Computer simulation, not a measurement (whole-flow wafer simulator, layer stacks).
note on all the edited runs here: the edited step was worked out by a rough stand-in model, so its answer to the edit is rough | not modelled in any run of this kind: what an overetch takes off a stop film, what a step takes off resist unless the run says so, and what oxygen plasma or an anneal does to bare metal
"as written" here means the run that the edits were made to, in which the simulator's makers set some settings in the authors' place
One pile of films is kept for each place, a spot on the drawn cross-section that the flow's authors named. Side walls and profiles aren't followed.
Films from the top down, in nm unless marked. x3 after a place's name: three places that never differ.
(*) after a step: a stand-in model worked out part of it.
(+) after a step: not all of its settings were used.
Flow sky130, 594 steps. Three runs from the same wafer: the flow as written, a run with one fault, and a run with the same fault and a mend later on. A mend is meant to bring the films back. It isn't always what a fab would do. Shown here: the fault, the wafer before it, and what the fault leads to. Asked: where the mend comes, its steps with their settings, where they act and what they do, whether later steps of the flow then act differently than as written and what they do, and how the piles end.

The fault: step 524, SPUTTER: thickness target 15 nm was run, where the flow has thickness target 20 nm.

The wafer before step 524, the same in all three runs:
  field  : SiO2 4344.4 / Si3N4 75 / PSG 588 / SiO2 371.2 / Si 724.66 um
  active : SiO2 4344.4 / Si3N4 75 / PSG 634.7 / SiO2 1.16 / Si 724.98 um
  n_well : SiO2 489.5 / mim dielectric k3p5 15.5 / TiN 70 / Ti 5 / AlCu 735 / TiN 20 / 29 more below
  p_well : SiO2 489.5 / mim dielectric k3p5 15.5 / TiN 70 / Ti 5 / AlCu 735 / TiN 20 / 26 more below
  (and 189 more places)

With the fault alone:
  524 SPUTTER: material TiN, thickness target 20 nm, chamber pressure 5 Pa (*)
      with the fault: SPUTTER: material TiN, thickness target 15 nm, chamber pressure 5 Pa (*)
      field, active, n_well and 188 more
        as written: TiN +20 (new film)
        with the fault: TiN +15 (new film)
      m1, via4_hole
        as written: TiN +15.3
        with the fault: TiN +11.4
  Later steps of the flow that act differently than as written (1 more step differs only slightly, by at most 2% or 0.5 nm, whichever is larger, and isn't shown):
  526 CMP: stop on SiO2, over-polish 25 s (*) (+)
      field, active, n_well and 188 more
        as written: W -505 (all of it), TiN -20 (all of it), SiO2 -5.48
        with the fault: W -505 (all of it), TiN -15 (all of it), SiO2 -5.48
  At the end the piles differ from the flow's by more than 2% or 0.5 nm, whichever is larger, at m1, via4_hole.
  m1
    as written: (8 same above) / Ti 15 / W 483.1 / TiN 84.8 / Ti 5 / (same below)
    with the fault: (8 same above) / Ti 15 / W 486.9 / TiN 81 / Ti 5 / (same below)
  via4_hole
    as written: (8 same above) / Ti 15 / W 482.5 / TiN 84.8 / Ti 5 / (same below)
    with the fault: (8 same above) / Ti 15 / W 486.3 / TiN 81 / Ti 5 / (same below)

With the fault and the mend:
  The mend comes after step 524.
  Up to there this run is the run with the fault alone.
  524a SPUTTER: material TiN, thickness target 5 nm, chamber pressure 5 Pa (*) (the flow's step 524 once more, with other settings)
      field, active, n_well and 188 more
        TiN +5
      m1, via4_hole
        TiN +3.81
  No later step of the flow acts differently than as written at any place that is followed.
  At the end the piles are the same as the flow's at every place that both follow.
